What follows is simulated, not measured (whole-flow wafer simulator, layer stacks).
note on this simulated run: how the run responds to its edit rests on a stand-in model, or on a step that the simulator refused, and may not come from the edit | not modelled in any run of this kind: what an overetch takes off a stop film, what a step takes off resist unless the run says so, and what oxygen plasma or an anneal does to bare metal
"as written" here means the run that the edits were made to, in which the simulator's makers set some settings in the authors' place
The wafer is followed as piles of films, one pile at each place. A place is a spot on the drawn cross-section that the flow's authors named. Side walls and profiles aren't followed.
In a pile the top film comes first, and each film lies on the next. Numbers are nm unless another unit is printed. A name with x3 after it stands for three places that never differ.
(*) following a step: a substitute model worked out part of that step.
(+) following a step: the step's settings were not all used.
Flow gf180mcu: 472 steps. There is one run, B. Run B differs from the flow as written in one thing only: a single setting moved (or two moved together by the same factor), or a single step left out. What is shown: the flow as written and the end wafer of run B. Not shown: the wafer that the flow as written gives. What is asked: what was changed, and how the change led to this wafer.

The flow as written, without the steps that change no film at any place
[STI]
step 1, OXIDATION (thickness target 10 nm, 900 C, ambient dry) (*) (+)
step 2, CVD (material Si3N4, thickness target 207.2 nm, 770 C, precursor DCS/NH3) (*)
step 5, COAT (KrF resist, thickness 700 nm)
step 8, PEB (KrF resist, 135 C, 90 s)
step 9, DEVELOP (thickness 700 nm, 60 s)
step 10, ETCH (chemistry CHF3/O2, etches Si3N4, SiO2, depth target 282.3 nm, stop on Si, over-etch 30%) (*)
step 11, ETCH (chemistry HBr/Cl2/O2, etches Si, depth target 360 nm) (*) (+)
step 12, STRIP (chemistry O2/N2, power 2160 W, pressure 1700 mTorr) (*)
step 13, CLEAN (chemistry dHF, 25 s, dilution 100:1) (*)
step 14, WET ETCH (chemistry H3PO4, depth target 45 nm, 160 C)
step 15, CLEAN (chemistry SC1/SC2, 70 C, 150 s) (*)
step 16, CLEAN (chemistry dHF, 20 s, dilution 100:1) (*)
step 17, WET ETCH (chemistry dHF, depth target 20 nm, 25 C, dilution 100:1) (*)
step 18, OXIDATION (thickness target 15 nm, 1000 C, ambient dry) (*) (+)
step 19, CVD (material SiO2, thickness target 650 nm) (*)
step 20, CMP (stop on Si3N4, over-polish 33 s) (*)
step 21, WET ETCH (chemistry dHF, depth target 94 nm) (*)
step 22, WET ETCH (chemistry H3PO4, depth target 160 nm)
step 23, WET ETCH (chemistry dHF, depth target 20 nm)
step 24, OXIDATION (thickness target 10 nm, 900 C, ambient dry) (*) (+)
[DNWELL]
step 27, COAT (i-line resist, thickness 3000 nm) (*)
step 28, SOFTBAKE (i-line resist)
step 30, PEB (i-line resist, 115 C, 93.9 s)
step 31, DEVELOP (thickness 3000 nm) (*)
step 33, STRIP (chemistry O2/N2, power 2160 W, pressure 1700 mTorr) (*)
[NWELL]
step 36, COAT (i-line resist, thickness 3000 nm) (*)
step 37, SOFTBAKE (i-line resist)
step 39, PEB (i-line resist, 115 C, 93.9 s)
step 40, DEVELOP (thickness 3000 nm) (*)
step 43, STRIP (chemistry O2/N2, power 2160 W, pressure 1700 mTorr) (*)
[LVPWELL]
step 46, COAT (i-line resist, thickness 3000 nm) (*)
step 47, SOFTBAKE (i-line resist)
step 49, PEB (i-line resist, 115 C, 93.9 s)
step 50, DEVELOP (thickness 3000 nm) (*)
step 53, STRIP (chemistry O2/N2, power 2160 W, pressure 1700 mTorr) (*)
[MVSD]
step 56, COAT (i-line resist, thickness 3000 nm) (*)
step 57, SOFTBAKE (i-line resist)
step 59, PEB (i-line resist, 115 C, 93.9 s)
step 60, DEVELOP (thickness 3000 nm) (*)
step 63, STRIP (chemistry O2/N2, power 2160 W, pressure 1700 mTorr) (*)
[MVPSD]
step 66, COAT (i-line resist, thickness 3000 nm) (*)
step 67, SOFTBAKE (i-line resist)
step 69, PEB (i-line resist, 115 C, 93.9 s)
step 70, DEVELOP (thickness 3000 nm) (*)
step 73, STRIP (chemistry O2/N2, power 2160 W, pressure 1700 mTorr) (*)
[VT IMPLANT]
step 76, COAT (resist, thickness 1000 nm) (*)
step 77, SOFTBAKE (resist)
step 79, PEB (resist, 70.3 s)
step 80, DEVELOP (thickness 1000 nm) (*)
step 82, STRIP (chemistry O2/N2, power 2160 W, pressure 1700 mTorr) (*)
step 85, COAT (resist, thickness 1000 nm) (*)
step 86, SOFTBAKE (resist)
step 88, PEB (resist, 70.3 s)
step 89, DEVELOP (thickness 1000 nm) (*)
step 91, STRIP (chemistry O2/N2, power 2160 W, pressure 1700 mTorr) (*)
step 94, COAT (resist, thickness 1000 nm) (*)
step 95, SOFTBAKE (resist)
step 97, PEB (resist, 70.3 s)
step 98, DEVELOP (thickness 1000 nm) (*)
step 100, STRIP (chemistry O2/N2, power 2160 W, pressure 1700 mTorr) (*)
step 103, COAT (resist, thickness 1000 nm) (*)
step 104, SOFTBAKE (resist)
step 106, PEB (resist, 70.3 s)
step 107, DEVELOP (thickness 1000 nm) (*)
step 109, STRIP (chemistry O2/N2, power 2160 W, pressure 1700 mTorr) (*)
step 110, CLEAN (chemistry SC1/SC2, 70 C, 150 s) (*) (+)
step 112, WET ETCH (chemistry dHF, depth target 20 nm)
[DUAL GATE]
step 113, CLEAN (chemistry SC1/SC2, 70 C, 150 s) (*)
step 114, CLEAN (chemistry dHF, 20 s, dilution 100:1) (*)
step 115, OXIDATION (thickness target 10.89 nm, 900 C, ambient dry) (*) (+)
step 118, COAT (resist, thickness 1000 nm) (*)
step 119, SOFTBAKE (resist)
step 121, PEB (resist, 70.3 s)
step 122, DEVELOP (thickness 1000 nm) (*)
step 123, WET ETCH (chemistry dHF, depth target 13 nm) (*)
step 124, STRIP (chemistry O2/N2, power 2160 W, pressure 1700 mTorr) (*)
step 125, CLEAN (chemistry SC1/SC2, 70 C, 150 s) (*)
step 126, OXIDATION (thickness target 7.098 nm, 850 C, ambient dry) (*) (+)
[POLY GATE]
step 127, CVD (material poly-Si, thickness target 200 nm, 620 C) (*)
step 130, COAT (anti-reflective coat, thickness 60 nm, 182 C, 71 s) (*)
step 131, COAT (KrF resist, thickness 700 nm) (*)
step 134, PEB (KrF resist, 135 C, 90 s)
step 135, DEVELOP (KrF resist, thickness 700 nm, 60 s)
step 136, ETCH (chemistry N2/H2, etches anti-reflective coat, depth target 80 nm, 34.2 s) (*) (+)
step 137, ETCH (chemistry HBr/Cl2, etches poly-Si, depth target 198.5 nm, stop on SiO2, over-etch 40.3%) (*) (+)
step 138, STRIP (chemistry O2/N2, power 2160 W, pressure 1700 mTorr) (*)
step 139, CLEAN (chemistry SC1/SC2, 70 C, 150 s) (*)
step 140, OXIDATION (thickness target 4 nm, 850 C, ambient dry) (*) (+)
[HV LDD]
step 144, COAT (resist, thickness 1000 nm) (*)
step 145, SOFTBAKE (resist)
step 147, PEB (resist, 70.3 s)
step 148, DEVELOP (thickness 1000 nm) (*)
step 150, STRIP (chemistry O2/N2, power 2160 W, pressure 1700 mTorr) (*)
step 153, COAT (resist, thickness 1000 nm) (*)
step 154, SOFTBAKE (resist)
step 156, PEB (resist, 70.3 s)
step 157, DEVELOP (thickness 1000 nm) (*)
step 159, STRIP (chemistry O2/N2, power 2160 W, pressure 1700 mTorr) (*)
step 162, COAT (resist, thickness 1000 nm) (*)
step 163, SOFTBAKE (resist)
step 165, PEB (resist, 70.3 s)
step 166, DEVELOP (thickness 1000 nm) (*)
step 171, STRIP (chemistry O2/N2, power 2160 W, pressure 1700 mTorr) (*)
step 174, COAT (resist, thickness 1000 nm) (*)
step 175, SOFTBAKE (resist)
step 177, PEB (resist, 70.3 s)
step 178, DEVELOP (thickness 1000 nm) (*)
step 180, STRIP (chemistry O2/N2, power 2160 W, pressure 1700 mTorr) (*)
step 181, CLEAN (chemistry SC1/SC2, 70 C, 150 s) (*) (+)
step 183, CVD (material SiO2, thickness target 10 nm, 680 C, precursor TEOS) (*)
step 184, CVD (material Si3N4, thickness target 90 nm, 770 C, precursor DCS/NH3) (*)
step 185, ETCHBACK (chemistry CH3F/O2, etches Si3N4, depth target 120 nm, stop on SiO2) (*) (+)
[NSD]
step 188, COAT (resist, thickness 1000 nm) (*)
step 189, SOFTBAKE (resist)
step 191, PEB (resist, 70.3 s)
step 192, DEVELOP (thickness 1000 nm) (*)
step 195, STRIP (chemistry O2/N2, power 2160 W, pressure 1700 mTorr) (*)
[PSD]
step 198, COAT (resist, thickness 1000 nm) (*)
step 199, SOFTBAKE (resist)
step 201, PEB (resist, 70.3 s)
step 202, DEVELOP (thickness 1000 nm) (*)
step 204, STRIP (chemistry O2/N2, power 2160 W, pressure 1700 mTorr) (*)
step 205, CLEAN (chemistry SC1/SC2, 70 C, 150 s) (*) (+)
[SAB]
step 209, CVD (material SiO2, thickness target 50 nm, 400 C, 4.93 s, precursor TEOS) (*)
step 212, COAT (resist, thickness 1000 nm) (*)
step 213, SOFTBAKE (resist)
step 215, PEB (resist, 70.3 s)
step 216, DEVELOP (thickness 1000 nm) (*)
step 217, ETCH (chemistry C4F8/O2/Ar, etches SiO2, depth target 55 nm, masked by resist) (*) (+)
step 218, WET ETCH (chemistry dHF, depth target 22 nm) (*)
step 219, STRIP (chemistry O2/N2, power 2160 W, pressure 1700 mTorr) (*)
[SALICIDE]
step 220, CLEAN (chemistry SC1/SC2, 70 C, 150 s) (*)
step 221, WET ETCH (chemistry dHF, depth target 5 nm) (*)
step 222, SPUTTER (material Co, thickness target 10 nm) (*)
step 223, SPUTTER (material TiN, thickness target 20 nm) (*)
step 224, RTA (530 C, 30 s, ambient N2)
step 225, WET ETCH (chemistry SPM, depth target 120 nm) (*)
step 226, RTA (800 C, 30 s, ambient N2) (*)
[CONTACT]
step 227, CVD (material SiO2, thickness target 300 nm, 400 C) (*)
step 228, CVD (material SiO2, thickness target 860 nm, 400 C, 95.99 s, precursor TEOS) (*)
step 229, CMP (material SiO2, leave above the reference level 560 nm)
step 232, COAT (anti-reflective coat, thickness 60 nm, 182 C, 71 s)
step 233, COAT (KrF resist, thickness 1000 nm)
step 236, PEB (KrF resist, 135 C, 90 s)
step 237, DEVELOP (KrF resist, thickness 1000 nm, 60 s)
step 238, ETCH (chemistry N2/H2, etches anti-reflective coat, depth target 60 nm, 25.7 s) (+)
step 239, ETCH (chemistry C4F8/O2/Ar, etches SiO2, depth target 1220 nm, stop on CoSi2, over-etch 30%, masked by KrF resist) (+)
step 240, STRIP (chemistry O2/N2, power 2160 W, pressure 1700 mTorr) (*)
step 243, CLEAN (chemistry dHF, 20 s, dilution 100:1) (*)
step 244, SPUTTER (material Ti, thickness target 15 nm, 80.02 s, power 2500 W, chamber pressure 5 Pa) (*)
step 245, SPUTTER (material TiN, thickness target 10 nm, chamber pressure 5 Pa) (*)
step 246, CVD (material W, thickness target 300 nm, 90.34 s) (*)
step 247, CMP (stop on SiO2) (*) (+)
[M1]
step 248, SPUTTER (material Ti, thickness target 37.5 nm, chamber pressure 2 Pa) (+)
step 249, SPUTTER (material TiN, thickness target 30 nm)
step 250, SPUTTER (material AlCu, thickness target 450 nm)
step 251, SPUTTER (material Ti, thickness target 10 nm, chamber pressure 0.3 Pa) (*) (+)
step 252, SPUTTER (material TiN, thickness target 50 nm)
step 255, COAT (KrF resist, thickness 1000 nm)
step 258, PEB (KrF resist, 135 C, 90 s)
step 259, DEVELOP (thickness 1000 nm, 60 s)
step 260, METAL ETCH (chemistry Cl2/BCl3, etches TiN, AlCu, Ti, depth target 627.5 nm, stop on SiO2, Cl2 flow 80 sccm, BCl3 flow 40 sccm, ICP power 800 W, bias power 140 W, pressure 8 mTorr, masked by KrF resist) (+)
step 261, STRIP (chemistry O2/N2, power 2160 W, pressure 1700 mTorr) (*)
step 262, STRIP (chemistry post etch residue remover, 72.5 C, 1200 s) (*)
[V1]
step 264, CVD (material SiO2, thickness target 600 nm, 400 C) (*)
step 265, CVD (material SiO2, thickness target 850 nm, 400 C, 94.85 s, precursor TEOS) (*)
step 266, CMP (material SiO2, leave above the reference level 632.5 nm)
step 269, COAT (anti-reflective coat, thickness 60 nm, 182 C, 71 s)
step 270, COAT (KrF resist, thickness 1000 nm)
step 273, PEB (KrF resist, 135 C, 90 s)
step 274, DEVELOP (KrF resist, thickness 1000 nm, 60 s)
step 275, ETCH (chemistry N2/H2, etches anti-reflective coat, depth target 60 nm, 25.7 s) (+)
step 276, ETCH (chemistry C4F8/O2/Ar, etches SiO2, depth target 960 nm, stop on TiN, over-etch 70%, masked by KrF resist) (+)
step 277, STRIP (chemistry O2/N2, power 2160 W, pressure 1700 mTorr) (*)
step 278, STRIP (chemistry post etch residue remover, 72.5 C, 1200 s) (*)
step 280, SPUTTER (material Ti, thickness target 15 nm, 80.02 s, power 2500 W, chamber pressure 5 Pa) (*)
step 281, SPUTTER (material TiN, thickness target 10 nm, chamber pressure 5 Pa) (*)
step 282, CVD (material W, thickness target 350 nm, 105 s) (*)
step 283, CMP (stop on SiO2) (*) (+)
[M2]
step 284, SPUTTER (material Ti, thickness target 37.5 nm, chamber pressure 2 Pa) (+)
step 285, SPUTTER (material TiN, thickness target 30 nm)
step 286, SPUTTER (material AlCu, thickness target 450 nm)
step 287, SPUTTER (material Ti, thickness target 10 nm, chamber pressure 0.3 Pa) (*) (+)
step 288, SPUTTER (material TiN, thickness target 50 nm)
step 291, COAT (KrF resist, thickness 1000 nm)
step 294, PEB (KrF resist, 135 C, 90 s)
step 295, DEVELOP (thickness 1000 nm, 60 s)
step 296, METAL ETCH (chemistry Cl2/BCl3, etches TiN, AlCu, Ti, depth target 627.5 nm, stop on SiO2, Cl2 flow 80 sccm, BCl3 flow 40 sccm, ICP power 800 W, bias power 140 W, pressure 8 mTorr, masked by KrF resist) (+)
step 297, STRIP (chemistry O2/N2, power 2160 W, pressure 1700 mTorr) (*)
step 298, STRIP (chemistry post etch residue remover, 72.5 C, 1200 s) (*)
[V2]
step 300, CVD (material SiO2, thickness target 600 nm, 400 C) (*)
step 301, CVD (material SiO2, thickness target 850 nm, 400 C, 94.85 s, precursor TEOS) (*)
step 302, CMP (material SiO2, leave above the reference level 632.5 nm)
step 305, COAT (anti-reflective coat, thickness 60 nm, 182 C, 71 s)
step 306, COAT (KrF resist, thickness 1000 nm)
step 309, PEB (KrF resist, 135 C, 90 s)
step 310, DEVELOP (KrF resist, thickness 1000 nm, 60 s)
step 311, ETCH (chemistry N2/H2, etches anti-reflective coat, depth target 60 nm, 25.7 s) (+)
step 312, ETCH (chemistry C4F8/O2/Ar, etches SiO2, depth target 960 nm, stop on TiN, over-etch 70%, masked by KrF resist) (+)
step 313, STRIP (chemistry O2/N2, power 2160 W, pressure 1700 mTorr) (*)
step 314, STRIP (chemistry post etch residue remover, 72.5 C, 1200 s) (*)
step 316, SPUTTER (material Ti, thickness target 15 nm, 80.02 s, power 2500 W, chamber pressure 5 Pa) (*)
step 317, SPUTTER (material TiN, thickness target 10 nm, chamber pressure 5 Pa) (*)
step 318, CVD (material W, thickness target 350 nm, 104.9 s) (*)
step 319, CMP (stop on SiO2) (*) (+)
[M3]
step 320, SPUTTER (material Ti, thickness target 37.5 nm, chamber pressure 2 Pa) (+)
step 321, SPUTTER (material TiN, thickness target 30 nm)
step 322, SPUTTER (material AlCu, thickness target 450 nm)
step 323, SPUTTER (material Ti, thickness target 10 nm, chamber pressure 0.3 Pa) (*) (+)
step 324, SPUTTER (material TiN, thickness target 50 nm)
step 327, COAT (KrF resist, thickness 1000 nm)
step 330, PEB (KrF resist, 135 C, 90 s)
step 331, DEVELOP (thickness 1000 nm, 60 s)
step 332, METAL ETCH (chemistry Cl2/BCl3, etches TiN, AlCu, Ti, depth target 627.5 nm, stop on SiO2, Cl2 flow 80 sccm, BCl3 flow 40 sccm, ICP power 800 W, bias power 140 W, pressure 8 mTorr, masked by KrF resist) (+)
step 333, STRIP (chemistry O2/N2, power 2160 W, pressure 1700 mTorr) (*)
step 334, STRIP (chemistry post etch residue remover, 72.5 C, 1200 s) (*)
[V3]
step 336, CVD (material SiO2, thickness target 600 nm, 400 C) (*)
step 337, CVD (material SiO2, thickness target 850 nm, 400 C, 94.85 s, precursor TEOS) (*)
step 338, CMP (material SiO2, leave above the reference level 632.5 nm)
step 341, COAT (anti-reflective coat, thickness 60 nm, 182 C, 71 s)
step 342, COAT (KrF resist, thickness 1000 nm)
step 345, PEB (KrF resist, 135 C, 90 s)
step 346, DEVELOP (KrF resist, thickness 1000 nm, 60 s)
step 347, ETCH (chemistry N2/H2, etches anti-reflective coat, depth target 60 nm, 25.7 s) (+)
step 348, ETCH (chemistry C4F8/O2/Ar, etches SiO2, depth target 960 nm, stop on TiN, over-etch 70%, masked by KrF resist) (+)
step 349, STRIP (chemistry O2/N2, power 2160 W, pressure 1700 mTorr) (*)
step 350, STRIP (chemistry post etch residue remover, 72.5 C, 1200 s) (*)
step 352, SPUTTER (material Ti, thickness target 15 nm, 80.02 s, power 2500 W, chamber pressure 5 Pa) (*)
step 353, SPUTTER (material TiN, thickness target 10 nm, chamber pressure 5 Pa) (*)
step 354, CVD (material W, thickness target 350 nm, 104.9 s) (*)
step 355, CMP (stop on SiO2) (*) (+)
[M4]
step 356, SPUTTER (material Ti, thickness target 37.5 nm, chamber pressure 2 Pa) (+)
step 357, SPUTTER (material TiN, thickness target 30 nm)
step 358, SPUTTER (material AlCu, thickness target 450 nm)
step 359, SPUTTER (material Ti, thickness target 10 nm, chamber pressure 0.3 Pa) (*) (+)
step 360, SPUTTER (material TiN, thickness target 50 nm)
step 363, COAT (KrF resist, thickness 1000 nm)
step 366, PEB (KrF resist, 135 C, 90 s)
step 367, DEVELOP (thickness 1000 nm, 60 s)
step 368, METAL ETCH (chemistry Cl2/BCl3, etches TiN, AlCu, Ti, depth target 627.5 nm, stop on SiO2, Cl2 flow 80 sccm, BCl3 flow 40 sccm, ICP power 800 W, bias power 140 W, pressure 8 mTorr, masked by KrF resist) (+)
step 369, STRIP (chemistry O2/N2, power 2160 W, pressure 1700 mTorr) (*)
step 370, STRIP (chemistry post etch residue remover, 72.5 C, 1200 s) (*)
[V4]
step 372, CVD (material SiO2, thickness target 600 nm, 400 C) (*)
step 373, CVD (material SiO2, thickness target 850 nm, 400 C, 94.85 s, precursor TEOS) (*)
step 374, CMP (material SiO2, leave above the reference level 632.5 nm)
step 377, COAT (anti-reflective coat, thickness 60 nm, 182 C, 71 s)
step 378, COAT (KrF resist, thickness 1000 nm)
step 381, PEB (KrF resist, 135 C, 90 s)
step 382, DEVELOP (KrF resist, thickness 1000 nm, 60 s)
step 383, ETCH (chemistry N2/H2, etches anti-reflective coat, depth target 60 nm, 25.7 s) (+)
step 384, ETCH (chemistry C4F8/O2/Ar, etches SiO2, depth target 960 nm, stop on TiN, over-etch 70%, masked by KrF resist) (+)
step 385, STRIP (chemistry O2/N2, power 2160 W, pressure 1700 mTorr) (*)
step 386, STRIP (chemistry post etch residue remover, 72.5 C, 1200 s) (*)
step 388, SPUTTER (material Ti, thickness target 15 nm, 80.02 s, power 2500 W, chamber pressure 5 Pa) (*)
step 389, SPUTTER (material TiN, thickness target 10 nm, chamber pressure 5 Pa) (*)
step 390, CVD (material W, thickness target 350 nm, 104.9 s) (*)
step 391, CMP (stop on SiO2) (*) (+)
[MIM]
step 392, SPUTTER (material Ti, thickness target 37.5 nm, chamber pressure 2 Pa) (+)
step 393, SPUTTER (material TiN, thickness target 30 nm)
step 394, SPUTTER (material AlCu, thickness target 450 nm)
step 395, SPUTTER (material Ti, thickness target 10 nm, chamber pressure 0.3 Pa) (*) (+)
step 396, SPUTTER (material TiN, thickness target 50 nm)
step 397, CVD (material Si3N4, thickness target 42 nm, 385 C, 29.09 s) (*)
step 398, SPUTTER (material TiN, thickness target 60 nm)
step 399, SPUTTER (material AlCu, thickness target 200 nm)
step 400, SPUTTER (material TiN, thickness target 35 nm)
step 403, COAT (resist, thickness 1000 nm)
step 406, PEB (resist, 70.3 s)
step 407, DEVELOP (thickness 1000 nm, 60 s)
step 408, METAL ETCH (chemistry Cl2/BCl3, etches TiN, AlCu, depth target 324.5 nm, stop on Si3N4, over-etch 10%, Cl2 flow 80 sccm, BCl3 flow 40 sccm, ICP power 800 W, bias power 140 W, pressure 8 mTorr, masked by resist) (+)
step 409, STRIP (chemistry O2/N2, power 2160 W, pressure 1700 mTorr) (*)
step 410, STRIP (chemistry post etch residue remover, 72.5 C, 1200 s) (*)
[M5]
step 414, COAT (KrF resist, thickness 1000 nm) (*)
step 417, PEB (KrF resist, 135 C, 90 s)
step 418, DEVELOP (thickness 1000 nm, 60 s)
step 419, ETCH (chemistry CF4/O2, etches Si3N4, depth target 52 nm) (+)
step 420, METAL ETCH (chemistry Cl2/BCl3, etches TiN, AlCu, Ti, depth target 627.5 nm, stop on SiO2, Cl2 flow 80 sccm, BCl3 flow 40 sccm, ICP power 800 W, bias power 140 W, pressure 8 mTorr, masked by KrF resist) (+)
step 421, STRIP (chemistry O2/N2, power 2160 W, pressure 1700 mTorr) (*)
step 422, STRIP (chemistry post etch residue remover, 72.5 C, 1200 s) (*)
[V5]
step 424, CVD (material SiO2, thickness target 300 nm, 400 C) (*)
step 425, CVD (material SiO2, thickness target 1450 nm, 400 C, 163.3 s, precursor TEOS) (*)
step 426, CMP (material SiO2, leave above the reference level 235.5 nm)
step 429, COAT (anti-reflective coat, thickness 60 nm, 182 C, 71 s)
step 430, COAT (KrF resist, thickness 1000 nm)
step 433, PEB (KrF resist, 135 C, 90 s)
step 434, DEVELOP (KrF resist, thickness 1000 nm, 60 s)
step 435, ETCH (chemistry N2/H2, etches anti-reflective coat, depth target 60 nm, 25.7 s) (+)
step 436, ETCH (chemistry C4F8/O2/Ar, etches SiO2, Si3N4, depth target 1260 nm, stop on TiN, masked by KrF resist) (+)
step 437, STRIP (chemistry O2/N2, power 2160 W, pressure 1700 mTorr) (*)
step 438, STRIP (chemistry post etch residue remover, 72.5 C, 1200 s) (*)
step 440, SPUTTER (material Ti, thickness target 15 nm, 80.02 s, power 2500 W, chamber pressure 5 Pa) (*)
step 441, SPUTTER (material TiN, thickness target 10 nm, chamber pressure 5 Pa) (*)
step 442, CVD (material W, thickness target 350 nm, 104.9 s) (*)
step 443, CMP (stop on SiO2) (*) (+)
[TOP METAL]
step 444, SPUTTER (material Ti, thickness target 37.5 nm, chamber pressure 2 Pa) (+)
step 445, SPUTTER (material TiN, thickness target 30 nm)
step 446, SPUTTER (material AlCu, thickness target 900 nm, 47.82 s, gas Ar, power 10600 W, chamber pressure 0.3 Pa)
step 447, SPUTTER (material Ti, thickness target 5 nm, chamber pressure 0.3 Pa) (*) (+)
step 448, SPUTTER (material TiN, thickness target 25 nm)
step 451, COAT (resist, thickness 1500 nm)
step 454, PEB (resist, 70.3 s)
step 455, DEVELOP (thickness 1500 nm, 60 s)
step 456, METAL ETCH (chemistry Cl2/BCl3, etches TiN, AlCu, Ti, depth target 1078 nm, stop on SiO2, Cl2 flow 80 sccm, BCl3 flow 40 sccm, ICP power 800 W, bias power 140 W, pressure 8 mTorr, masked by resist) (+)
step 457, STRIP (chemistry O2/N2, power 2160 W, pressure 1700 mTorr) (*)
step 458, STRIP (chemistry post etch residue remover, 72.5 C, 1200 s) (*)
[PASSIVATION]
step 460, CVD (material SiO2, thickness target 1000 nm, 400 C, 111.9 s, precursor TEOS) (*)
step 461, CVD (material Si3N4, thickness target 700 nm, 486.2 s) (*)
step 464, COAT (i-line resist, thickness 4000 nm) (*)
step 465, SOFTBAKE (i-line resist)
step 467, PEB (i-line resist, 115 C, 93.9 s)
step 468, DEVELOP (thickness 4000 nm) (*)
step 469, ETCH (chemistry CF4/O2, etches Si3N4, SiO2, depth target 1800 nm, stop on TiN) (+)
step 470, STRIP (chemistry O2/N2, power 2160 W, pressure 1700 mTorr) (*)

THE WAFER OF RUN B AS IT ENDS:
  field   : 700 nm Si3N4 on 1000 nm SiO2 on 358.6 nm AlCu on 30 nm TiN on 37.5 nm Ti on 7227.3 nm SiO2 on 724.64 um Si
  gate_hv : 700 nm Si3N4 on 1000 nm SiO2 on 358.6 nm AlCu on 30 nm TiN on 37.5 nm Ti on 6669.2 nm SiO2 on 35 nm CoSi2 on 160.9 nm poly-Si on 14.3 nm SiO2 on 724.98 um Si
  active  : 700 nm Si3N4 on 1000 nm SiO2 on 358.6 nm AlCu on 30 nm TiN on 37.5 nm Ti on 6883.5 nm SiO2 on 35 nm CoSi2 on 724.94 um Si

The reason: step 456, METAL ETCH: depth target 565.7 nm was run, whereas the flow has depth target 1078 nm.

Step by step, how the change led to this:
  step 456, METAL ETCH (chemistry Cl2/BCl3, etches TiN, AlCu, Ti, depth target 1078 nm, stop on SiO2, Cl2 flow 80 sccm, BCl3 flow 40 sccm, ICP power 800 W, bias power 140 W, pressure 8 mTorr, masked by resist) (+)
      field, field__w1, field__w2 and 103 more: -25 TiN (all of it), -5 Ti (all of it), -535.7 AlCu (as written it would have been: -25 TiN (all of it), -5 Ti (all of it), -900 AlCu (all of it), -30 TiN (all of it), -37.5 Ti (all of it))
      field__w8, contact, m1, m1__w1, pad, m1_nw: -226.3 resist (as written it would have been: -431 resist)
  step 457, STRIP (chemistry O2/N2, power 2160 W, pressure 1700 mTorr) (*)
      field__w8, contact, m1, m1__w1, pad, m1_nw: -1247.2 resist (all of it) (as written it would have been: -1042.5 resist (all of it))
  step 458, STRIP (chemistry post etch residue remover, 72.5 C, 1200 s) (*)
      field, field__w1, field__w2 and 103 more: -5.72 AlCu (as written it would have been: nothing)
  step 460, CVD (material SiO2, thickness target 1000 nm, 400 C, 111.9 s, precursor TEOS) (*)
      field, field__w1, field__w2 and 103 more: +1000 SiO2 (new film) (as written it would have been: +1000 SiO2)
  step 464, COAT (i-line resist, thickness 4000 nm) (*)
      field: +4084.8 i-line resist (new film) (as written it would have been: +4171.5 i-line resist (new film))
      field__w8: +3474 i-line resist (new film) (as written it would have been: +3093.1 i-line resist (new film))
      (and at 7 other places as well)
  step 465, SOFTBAKE (i-line resist)
      gate: -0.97 i-line resist (as written it would have been: +1.79 i-line resist)
      field__w11, field__w13: +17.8 i-line resist (as written it would have been: +37.6 i-line resist)
      (and at 66 other places as well)
  step 467, PEB (i-line resist, 115 C, 93.9 s)
      field__w8, m1__w1: -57 i-line resist (as written it would have been: -49.2 i-line resist)
      contact, m1: -57.2 i-line resist (as written it would have been: -49.6 i-line resist)
      (and at 2 other places as well)
  step 468, DEVELOP (thickness 4000 nm) (*)
      pad: -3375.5 i-line resist (all of it) (as written it would have been: -2960.4 i-line resist (all of it))
  step 470, STRIP (chemistry O2/N2, power 2160 W, pressure 1700 mTorr) (*)
      field__w8, m1__w1: -2184.4 i-line resist (all of it) (as written it would have been: -1775.9 i-line resist (all of it))
      contact: -2194.5 i-line resist (all of it) (as written it would have been: -1798.3 i-line resist (all of it))
      (and at 2 other places as well)
With metal films that touch counted as one body, field has 1 body; the flow as written gives 0 bodies.
With metal films that touch counted as one body, gate_hv has 2 bodies (between them, from the top down: SiO2 6669.2); the flow as written gives 1 body.
With metal films that touch counted as one body, active has 2 bodies (between them, from the top down: SiO2 6883.5); the flow as written gives 1 body.
